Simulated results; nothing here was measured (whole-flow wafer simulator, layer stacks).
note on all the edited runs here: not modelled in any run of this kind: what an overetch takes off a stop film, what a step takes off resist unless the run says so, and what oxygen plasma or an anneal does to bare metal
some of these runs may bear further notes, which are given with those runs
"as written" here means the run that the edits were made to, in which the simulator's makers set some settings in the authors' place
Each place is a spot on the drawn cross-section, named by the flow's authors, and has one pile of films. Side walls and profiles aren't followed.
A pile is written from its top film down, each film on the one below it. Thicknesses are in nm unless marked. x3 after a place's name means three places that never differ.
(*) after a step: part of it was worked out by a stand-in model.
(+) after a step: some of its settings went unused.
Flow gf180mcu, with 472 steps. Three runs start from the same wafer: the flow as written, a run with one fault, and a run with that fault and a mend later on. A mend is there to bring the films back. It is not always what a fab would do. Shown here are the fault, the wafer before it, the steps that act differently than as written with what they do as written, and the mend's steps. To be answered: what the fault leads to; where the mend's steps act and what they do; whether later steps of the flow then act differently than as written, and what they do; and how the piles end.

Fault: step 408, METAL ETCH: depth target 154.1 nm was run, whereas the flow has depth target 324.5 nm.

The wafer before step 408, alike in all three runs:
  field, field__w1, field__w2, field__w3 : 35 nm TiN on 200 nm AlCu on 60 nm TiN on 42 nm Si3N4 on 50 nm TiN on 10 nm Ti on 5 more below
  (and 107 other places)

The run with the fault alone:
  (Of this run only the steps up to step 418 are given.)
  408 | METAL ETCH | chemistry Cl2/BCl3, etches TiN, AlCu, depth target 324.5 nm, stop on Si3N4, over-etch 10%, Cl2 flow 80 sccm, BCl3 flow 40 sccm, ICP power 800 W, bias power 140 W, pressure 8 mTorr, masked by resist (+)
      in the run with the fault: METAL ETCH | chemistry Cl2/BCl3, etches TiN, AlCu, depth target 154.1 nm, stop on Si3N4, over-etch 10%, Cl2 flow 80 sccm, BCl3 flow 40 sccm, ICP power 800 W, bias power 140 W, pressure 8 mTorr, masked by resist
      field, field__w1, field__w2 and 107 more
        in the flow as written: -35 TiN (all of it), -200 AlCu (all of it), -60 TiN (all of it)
        in the run with the fault: -35 TiN (all of it), -119.1 AlCu
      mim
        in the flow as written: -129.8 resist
        in the run with the fault: -61.6 resist
  Later steps of the flow acting differently than as written:
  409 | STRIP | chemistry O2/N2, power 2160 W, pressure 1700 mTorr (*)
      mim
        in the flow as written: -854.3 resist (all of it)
        in the run with the fault: -922.5 resist (all of it)
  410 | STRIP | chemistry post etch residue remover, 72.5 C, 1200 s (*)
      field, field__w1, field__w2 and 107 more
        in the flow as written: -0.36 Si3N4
        in the run with the fault: -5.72 AlCu
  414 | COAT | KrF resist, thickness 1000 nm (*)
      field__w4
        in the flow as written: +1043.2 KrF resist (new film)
        in the run with the fault: +1021.6 KrF resist (new film)
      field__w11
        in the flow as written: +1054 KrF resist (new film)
        in the run with the fault: +1026.7 KrF resist (new film)
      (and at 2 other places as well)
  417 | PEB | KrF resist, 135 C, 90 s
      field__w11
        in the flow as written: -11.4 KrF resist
        in the run with the fault: -10.8 KrF resist
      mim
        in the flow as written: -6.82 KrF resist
        in the run with the fault: -8.49 KrF resist
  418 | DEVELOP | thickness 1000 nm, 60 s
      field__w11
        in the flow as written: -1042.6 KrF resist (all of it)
        in the run with the fault: -1015.9 KrF resist (all of it)
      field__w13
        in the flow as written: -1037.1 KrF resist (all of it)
        in the run with the fault: -1013.1 KrF resist (all of it)
  The piles after step 418 differ from the flow's at field, field__w1, field__w2 and 109 more by more than 2% or 0.5 nm, whichever is larger.
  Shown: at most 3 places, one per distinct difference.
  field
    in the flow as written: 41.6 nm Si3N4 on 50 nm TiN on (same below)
    in the run with the fault: 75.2 nm AlCu on 60 nm TiN on 42 nm Si3N4 on 50 nm TiN on (same below)
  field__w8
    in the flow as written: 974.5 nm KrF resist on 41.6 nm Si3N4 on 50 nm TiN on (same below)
    in the run with the fault: 974.5 nm KrF resist on 75.2 nm AlCu on 60 nm TiN on 42 nm Si3N4 on 50 nm TiN on (same below)
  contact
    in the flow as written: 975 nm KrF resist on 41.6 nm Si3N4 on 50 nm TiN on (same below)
    in the run with the fault: 974.8 nm KrF resist on 75.2 nm AlCu on 60 nm TiN on 42 nm Si3N4 on 50 nm TiN on (same below)

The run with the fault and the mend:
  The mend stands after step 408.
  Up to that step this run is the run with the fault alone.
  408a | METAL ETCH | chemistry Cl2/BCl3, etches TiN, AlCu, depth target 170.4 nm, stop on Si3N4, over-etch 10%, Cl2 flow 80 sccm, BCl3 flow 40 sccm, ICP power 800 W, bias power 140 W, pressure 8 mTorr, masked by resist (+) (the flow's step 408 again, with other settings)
      field, field__w1, field__w2 and 107 more
        -80.9 AlCu (all of it), -60 TiN (all of it)
      mim
        -62 resist
  None of the later steps of the flow differs from how it acts as written, at any place that is followed, by more than 2% or 0.5 nm, whichever is larger.
  At every place that both follow, the piles at the end match the flow's.
